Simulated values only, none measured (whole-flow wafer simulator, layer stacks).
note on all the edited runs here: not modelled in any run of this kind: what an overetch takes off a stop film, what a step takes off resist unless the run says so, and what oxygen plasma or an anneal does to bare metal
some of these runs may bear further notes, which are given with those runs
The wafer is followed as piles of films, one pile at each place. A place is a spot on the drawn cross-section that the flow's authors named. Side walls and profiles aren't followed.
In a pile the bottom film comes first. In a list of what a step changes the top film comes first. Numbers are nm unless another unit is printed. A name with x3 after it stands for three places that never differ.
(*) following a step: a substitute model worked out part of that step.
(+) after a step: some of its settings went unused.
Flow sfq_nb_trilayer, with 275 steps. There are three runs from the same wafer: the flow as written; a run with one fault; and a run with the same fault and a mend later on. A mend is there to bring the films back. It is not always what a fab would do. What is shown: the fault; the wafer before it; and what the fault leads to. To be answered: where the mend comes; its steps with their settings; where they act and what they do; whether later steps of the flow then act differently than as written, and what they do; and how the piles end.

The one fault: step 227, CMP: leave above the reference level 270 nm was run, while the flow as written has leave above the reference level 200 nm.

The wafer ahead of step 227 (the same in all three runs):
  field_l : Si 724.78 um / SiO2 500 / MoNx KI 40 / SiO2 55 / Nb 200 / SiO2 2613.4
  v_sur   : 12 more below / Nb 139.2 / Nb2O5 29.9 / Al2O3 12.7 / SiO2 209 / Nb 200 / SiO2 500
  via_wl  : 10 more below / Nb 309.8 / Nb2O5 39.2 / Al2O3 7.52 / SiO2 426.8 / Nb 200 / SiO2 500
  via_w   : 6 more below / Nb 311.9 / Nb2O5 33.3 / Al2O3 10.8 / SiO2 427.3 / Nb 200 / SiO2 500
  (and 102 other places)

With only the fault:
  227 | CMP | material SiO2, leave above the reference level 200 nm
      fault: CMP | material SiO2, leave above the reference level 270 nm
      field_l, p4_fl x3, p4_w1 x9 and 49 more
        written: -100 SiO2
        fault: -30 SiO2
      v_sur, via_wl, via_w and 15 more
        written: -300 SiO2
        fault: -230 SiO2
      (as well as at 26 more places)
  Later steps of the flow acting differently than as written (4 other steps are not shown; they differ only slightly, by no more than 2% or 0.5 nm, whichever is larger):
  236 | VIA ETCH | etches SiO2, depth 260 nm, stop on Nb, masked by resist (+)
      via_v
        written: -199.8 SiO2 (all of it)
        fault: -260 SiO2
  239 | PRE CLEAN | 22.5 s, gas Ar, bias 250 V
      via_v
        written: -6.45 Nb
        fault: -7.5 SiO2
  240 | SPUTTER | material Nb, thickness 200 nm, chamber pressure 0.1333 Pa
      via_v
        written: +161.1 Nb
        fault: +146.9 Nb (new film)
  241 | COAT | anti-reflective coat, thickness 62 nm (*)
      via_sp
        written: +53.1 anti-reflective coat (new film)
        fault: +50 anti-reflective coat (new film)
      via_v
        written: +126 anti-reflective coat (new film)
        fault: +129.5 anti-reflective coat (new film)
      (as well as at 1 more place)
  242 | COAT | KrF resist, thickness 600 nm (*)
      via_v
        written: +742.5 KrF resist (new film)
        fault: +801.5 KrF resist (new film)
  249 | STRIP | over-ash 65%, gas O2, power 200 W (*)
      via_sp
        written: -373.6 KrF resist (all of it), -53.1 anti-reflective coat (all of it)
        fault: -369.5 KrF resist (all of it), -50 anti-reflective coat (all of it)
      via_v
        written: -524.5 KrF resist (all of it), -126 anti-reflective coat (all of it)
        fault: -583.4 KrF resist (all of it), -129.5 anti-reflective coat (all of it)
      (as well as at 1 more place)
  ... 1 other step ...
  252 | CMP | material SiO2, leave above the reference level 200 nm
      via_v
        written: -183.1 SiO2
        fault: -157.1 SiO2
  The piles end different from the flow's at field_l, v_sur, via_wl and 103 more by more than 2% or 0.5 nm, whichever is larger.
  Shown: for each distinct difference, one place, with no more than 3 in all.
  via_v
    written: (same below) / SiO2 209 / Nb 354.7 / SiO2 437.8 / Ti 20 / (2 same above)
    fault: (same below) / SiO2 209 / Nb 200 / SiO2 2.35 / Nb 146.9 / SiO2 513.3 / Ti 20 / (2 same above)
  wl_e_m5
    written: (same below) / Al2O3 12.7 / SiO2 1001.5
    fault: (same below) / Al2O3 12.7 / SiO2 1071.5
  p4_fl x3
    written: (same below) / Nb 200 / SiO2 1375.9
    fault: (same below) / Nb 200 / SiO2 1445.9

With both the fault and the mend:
  The mend stands after step 234.
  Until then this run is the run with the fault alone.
  234a | STRIP | over-ash 65%, gas O2, power 200 W (*)
      field_l, v_sur, via_wl and 102 more
        -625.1 KrF resist (all of it), -62 anti-reflective coat (all of it)
      via_v
        -62 anti-reflective coat (all of it)
  234b | CMP | material SiO2, leave above the reference level 200 nm (a further turn of the flow's step 227)
      field_l, v_sur, via_wl and 103 more
        -70 SiO2
  234c | COAT | anti-reflective coat, thickness 62 nm (a further turn of the flow's step 229)
      field_l, v_sur, via_wl and 103 more
        +62 anti-reflective coat (new film)
  234d | COAT | KrF resist, thickness 650 nm (a further turn of the flow's step 230)
      field_l, v_sur, via_wl and 103 more
        +650 KrF resist (new film)
  234e | SOFTBAKE | KrF resist (a further turn of the flow's step 231)
      does not change any film at any place that is followed
  234f | EXPOSE | photomask I6, dose 11.91 mJ/cm2, NA 0.6, wavelength 248 nm (*) (a further turn of the flow's step 232)
      does not change any film at any place that is followed
  234g | PEB | KrF resist, 90 s (a further turn of the flow's step 233)
      field_l, v_sur, via_wl and 103 more
        -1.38 KrF resist
  234h | DEVELOP | KrF resist, thickness 650 nm, 60 s (a further turn of the flow's step 234)
      field_l, v_sur, via_wl and 102 more
        -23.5 KrF resist
      via_v
        -648.6 KrF resist (all of it)
  None of the later steps of the flow acts differently than as written at any place that is followed.
  By the end, the piles equal the flow's at every place that both follow.
